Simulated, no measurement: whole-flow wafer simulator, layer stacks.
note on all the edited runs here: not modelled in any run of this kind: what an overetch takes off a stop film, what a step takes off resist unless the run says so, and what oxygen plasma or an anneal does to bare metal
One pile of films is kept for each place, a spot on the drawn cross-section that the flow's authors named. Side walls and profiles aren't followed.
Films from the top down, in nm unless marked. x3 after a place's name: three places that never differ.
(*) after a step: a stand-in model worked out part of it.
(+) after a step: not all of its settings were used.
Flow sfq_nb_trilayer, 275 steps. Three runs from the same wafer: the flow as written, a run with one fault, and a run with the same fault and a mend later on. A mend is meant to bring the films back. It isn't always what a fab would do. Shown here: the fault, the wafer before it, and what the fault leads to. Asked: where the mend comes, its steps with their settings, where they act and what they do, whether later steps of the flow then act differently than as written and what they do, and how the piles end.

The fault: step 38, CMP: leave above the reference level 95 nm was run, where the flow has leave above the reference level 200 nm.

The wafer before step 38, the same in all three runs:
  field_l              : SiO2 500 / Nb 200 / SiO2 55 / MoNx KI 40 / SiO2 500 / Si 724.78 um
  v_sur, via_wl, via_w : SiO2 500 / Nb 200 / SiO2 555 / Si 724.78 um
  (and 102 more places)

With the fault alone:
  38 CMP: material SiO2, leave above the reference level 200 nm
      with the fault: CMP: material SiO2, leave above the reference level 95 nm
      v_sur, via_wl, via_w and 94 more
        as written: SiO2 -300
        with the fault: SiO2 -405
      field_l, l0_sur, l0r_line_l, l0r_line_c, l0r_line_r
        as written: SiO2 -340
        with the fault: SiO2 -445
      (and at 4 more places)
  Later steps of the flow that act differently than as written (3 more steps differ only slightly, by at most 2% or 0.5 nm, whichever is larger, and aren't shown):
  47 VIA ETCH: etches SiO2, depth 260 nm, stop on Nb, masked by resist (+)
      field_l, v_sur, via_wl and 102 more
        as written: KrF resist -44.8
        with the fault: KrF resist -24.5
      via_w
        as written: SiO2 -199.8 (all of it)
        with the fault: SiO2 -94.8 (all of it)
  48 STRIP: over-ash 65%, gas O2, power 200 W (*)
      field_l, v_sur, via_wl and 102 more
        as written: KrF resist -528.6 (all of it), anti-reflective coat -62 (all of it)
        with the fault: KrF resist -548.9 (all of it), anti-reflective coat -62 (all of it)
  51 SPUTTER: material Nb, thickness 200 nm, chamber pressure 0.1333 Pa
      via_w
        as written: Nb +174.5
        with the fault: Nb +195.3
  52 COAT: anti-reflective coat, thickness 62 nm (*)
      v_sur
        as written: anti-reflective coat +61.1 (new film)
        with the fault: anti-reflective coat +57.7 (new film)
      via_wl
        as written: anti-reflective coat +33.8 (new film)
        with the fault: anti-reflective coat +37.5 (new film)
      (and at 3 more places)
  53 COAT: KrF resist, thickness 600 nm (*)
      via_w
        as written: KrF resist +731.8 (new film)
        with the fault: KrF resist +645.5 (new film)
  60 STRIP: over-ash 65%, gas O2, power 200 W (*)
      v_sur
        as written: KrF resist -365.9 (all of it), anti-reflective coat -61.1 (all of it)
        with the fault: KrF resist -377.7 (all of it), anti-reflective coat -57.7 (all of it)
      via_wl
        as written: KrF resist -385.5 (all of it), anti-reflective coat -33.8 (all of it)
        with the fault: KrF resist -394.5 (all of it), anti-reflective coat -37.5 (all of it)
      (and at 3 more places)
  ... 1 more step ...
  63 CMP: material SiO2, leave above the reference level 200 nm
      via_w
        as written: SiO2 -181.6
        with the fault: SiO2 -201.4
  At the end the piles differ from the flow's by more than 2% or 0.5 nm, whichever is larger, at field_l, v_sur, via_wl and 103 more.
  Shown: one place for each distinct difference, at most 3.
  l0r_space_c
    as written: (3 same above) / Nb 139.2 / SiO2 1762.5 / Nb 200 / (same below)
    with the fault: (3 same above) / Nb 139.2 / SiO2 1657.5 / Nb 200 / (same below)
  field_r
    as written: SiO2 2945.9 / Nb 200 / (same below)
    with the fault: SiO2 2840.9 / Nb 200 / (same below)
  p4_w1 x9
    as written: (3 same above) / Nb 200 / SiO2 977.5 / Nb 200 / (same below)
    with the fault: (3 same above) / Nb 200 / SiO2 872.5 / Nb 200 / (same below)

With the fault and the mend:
  The mend comes after step 45.
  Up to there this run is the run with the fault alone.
  45a STRIP: over-ash 65%, gas O2, power 200 W (*)
      field_l, v_sur, via_wl and 102 more
        KrF resist -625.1 (all of it), anti-reflective coat -62 (all of it)
      via_w
        anti-reflective coat -62 (all of it)
  45b PECVD: material SiO2, thickness 105 nm, 150 C, 23.33 s, RF power 183.3 W, pressure 2.4 Torr, precursor SiH4/N2O (the flow's step 37 once more, with other settings)
      field_l, v_sur, via_wl and 103 more
        SiO2 +105
  45c COAT: anti-reflective coat, thickness 62 nm (the flow's step 40 once more)
      field_l, v_sur, via_wl and 103 more
        anti-reflective coat +62 (new film)
  45d COAT: KrF resist, thickness 650 nm (the flow's step 41 once more)
      field_l, v_sur, via_wl and 103 more
        KrF resist +650 (new film)
  45e SOFTBAKE: KrF resist (the flow's step 42 once more)
      changes no film at any place that is followed
  45f EXPOSE: photomask I0, dose 11.91 mJ/cm2, NA 0.6, wavelength 248 nm (*) (the flow's step 43 once more)
      changes no film at any place that is followed
  45g PEB: KrF resist, 90 s (the flow's step 44 once more)
      field_l, v_sur, via_wl and 103 more
        KrF resist -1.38
  45h DEVELOP: KrF resist, thickness 650 nm, 60 s (the flow's step 45 once more)
      field_l, v_sur, via_wl and 102 more
        KrF resist -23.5
      via_w
        KrF resist -648.6 (all of it)
  No later step of the flow acts differently than as written, at any place that is followed, by more than 2% or 0.5 nm, whichever is larger.
  At the end the piles differ from the flow's only slightly at the places that both follow, by at most 2% or 0.5 nm, whichever is larger.
